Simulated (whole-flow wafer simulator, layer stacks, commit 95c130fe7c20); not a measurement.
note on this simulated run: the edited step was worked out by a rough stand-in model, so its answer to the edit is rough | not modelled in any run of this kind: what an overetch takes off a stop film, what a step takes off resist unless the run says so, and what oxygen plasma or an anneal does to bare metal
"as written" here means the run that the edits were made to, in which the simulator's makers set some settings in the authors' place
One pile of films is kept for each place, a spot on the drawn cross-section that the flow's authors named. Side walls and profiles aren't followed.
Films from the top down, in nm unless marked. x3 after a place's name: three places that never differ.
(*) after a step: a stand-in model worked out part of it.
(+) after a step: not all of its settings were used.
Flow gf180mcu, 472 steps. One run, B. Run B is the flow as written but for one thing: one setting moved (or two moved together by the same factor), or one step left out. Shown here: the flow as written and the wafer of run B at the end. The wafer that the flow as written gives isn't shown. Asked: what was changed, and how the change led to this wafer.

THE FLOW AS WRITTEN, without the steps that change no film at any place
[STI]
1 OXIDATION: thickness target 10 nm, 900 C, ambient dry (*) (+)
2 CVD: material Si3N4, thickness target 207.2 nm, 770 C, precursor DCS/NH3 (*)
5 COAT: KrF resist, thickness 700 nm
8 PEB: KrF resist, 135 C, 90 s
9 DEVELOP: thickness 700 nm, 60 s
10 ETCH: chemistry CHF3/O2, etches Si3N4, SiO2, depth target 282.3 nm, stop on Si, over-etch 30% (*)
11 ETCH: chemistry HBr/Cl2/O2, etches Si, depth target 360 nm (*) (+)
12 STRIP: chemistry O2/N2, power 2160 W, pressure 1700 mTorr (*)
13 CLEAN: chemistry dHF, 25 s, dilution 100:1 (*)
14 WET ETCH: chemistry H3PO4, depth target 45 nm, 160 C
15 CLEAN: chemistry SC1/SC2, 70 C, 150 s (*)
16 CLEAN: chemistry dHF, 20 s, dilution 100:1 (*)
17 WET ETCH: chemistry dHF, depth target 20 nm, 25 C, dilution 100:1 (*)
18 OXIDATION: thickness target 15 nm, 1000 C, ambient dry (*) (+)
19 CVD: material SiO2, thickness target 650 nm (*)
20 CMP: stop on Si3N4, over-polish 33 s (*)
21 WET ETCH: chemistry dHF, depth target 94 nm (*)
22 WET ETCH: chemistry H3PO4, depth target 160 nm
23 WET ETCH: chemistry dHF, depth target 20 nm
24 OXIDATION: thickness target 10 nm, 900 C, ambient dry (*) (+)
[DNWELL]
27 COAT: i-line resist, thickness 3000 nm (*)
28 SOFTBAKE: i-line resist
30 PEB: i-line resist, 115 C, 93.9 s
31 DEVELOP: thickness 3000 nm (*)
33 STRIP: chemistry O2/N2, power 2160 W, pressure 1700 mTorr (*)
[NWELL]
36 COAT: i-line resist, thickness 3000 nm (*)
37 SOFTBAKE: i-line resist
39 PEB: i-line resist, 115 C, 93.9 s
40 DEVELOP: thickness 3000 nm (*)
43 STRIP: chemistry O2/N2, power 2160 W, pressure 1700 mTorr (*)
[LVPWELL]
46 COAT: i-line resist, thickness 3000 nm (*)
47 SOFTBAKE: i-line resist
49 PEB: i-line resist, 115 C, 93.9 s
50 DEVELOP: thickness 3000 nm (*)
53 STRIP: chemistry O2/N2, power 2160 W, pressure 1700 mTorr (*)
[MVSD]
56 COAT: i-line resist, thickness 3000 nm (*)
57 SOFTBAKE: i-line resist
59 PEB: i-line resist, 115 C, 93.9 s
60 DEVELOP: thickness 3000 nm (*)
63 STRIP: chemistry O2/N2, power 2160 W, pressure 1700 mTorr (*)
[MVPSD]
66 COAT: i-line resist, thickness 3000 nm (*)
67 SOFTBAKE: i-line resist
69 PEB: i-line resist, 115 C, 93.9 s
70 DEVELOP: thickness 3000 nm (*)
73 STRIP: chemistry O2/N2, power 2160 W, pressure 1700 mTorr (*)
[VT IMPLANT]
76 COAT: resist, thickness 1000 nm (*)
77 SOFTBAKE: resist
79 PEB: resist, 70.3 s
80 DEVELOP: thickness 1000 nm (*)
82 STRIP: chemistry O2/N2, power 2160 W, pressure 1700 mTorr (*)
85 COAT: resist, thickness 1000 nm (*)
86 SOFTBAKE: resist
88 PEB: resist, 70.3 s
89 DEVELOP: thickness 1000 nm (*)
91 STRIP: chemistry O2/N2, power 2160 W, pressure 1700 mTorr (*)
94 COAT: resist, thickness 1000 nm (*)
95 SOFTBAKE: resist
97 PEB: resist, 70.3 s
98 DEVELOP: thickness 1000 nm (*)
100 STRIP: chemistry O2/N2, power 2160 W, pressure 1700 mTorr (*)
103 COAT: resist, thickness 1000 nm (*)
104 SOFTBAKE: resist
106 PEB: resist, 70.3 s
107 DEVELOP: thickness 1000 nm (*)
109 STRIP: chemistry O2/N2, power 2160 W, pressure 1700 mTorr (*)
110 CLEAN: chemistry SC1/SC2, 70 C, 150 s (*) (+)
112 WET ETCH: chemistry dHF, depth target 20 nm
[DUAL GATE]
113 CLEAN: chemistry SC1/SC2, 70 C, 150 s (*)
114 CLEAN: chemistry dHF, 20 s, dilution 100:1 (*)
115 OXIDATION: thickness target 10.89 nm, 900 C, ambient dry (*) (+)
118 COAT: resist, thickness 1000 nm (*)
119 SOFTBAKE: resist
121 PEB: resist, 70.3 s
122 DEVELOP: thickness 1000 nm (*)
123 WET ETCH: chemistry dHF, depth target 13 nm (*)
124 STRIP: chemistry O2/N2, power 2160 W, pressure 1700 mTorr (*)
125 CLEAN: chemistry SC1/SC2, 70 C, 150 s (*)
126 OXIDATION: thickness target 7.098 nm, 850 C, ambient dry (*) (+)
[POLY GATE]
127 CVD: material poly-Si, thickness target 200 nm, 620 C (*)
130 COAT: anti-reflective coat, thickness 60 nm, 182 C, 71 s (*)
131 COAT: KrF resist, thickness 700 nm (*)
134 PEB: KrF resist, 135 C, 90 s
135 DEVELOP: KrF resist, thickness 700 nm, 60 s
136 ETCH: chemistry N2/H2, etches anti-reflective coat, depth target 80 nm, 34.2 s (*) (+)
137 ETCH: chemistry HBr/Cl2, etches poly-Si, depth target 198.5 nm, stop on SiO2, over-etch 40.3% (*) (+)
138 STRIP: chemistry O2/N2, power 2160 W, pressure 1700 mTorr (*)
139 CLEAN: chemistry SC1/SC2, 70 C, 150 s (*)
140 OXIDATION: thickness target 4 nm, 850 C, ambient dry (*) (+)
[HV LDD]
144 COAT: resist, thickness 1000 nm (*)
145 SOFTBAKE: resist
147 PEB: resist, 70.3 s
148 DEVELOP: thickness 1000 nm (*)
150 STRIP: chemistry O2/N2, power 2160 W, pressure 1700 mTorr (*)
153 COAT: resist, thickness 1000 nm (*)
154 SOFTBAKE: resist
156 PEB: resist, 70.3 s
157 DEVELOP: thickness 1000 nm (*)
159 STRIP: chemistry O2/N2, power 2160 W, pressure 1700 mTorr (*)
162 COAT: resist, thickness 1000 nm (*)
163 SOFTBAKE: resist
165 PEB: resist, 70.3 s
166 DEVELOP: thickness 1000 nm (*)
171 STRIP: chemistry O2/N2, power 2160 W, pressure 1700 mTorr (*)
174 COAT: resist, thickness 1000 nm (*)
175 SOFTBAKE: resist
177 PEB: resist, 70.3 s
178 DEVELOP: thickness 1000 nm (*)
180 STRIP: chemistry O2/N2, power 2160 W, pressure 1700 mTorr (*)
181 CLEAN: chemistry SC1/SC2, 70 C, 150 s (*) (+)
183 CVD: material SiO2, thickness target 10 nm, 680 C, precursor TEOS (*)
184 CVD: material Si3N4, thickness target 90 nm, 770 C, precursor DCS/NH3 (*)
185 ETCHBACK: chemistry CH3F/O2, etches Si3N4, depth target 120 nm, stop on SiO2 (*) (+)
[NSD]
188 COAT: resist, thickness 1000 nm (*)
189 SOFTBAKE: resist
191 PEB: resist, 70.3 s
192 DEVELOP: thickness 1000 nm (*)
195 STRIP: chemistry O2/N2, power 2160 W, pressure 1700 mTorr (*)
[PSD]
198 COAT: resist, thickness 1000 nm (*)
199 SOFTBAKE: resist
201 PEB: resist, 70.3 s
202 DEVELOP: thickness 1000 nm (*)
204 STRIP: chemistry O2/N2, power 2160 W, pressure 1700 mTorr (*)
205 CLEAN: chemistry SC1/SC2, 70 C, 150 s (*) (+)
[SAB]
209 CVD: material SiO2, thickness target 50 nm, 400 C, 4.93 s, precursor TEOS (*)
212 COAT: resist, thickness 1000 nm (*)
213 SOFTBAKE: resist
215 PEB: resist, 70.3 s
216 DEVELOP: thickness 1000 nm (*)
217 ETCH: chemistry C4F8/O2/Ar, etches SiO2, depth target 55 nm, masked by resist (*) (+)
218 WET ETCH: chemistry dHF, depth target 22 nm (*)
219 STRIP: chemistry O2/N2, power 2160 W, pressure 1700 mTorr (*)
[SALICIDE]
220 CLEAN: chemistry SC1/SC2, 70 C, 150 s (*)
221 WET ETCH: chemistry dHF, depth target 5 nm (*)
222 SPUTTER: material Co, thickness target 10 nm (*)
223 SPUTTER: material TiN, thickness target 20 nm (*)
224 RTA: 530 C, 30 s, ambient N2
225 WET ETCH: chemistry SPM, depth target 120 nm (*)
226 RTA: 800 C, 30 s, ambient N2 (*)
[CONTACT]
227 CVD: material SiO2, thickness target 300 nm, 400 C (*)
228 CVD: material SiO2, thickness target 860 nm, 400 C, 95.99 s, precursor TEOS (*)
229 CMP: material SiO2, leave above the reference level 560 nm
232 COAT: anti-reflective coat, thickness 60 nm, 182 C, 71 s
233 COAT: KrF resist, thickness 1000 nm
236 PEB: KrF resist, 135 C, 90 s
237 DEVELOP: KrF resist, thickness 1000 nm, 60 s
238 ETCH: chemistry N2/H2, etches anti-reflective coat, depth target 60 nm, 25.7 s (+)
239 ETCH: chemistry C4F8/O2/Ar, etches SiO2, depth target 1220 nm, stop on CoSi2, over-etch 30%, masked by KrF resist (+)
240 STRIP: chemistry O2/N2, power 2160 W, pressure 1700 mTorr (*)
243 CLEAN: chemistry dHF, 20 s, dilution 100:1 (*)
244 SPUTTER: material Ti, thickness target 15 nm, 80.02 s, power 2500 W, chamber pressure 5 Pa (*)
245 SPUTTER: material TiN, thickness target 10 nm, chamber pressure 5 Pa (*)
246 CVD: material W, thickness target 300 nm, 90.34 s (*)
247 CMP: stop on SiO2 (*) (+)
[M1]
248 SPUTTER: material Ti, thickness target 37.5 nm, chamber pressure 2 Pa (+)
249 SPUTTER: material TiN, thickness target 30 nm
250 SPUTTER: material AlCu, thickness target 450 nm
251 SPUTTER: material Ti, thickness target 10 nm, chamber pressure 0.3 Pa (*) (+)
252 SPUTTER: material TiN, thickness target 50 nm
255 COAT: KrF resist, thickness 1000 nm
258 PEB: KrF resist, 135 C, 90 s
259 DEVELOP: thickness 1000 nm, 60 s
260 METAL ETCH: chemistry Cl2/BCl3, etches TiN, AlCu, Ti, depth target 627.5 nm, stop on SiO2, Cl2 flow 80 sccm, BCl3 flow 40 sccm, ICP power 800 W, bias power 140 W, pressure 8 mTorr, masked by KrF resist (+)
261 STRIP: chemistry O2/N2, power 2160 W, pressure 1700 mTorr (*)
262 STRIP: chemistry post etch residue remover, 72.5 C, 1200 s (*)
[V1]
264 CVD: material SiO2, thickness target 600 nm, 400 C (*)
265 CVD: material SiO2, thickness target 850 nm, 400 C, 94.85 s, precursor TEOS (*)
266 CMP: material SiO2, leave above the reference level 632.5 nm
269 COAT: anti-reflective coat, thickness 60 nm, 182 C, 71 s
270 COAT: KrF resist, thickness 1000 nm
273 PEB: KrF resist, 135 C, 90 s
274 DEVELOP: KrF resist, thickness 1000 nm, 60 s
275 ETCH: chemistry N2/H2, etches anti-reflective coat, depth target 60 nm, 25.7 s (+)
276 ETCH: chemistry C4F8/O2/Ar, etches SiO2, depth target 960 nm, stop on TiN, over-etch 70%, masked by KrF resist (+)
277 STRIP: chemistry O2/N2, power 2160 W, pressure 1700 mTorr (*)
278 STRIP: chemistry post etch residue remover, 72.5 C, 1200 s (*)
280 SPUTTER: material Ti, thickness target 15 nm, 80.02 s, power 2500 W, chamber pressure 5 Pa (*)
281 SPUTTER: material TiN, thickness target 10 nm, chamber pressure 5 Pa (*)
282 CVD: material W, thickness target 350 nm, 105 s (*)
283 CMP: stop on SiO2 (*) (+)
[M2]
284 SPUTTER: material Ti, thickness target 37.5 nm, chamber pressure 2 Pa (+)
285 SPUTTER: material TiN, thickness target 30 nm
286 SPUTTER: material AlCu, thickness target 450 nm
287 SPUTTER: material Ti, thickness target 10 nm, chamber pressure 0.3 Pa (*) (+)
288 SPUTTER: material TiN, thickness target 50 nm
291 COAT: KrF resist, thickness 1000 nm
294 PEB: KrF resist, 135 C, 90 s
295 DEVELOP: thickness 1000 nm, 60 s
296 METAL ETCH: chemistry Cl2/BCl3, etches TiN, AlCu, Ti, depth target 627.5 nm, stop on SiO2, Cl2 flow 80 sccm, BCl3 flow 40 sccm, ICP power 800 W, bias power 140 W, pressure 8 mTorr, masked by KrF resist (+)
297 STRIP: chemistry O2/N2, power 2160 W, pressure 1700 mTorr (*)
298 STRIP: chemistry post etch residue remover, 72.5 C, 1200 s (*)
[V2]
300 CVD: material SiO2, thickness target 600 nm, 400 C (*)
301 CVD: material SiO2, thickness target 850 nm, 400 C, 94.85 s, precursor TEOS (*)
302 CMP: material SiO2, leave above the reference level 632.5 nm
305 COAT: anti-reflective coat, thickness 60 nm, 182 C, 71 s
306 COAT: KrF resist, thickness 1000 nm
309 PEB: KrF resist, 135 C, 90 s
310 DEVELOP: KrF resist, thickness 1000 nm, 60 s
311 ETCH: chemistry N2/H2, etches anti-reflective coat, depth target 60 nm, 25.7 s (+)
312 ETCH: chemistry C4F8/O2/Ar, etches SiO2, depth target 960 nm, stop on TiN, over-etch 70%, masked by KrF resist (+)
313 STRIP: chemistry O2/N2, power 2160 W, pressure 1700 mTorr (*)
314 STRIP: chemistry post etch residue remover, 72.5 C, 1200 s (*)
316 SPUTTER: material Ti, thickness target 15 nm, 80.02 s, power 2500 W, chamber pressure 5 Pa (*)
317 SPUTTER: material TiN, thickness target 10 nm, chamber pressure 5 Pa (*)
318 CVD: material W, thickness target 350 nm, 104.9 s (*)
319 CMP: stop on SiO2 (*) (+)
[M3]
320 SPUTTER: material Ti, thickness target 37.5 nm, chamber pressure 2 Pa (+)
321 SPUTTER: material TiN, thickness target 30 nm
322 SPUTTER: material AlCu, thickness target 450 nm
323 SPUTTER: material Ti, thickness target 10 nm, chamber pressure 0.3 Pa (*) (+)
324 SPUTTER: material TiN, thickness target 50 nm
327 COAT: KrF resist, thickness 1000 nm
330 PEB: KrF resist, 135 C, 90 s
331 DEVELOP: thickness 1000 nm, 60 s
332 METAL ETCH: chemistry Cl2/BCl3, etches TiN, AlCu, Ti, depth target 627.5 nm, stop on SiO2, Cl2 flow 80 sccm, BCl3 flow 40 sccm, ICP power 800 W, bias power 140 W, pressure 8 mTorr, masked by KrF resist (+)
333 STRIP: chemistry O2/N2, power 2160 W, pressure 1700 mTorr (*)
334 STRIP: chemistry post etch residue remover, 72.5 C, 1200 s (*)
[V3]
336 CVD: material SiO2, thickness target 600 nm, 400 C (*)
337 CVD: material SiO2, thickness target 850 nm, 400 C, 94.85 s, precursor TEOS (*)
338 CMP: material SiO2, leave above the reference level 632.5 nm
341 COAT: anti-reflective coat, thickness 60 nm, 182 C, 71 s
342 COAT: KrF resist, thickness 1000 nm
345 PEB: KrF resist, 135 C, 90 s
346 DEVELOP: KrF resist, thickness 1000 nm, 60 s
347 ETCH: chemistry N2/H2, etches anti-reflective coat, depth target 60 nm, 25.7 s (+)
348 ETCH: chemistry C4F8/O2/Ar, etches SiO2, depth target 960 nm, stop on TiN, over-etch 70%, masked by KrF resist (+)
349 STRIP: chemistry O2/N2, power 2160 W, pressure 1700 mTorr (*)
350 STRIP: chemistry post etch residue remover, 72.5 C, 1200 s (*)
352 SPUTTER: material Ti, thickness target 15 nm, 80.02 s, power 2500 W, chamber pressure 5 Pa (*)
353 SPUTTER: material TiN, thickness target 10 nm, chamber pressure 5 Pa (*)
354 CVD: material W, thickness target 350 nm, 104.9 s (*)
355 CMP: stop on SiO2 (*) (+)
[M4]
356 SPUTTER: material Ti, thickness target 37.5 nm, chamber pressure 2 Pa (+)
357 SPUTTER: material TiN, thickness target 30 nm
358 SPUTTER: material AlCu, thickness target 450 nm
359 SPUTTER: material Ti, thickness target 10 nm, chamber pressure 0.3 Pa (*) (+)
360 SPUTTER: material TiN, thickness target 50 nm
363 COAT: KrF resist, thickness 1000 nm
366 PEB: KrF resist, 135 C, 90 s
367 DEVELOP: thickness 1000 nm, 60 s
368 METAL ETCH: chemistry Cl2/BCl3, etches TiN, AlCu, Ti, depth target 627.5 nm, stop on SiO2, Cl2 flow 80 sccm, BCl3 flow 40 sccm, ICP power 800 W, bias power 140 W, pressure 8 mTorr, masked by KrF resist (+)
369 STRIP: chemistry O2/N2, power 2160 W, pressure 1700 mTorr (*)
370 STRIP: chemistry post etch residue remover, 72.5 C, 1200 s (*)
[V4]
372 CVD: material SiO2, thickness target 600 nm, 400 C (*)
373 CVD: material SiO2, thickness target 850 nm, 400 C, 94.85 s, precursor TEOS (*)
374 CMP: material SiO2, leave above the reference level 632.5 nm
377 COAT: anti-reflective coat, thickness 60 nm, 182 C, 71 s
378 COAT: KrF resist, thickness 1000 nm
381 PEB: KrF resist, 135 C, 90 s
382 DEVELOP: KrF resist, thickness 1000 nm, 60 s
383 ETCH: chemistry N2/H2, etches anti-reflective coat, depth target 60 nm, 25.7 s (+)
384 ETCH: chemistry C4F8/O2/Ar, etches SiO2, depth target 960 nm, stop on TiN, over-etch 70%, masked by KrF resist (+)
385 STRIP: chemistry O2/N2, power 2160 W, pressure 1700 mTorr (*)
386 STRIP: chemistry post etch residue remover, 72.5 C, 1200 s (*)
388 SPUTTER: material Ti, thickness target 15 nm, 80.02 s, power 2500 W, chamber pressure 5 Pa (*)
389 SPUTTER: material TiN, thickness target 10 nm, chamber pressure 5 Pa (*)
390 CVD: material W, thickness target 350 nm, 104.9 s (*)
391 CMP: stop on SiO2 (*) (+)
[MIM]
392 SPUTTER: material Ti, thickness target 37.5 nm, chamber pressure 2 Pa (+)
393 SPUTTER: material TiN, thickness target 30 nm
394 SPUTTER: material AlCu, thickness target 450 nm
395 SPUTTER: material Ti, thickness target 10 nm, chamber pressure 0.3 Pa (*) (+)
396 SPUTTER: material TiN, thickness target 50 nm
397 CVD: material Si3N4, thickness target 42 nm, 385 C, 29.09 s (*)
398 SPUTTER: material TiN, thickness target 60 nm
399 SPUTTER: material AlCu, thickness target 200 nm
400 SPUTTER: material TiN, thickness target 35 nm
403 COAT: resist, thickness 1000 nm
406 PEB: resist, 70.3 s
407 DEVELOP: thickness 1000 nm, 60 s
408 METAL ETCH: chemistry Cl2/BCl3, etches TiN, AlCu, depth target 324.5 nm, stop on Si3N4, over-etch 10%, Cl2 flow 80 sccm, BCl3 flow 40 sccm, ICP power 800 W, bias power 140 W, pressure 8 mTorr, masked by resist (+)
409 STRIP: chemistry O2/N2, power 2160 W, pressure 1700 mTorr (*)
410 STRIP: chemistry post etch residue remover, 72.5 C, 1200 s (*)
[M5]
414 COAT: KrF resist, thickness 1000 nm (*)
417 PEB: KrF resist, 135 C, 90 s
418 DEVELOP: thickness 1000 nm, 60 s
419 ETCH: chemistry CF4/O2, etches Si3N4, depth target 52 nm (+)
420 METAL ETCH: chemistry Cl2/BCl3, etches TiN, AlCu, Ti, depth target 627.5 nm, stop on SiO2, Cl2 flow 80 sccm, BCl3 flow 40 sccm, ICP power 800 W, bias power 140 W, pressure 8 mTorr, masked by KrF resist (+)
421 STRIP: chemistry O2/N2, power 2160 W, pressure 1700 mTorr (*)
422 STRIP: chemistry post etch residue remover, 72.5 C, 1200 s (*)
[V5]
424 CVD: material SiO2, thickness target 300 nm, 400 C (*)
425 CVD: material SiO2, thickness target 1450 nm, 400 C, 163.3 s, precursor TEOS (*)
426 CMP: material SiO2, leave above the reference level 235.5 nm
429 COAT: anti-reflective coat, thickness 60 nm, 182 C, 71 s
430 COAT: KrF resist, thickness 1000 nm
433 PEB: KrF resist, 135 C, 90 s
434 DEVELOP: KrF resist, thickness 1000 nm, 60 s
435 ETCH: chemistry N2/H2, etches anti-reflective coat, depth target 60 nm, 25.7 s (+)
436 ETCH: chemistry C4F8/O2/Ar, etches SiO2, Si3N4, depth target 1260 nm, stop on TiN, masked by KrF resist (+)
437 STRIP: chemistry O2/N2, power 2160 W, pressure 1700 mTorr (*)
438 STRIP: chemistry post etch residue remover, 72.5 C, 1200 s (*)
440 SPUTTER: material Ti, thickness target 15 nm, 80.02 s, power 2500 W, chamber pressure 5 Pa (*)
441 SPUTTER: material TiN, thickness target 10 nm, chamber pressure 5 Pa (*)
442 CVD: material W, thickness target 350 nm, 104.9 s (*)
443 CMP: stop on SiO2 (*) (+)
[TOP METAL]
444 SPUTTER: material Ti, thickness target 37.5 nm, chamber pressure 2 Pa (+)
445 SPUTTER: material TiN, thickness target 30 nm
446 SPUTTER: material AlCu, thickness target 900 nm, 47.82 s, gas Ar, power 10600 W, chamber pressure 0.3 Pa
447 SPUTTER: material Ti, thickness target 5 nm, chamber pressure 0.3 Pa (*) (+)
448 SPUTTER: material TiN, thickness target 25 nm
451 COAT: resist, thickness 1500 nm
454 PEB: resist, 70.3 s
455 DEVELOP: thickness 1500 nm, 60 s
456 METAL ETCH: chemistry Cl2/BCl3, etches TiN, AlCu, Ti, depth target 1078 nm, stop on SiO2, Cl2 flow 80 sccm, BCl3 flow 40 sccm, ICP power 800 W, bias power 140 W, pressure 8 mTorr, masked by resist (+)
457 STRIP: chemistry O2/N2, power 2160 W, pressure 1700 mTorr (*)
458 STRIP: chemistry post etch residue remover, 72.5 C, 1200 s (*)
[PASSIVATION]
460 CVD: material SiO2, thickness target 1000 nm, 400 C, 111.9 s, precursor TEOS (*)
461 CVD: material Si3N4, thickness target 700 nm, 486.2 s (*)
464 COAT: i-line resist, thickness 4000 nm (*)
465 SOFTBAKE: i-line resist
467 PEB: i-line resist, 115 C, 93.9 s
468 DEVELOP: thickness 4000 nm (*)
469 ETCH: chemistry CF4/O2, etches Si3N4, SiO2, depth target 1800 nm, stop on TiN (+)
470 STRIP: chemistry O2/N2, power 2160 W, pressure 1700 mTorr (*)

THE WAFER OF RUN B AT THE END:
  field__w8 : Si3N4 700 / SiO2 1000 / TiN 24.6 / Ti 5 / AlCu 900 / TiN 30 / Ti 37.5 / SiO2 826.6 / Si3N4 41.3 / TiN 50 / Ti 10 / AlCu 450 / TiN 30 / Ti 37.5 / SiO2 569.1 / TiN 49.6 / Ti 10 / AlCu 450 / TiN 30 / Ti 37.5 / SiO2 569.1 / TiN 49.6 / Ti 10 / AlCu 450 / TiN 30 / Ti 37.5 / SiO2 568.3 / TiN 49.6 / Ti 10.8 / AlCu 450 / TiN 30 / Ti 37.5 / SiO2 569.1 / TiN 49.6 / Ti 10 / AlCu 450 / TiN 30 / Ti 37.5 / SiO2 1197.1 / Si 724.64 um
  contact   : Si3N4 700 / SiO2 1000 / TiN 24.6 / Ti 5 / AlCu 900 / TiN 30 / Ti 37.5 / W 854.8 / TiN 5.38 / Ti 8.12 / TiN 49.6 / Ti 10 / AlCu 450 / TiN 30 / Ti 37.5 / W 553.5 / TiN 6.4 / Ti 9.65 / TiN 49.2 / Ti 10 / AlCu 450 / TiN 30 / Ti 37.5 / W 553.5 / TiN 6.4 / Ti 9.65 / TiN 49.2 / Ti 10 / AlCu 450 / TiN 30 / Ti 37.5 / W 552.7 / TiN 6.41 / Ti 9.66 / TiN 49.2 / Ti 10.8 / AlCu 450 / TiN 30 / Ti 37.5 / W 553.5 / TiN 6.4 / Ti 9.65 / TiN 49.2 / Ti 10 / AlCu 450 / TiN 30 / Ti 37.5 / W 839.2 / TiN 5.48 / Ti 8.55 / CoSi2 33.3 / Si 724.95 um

The cause: step 287, SPUTTER: thickness target 10.8 nm was run, where the flow has thickness target 10 nm.
It can be read off the wafer: field__w8 has Ti 10.8, and step 287 as written asks for 10 nm.

How the change led to this, step by step:
  287 SPUTTER: material Ti, thickness target 10 nm, chamber pressure 0.3 Pa (*) (+)
      field, field__w1, field__w2 and 108 more: Ti +10.8 (new film) (as written it would be: Ti +10 (new film))
  296 METAL ETCH: chemistry Cl2/BCl3, etches TiN, AlCu, Ti, depth target 627.5 nm, stop on SiO2, Cl2 flow 80 sccm, BCl3 flow 40 sccm, ICP power 800 W, bias power 140 W, pressure 8 mTorr, masked by KrF resist (+)
      field, field__w1, field__w2 and 103 more: TiN -50 (all of it), Ti -10.8 (all of it), AlCu -450 (all of it), TiN -30 (all of it), Ti -37.5 (all of it) (as written it would be: TiN -50 (all of it), Ti -10 (all of it), AlCu -450 (all of it), TiN -30 (all of it), Ti -37.5 (all of it))
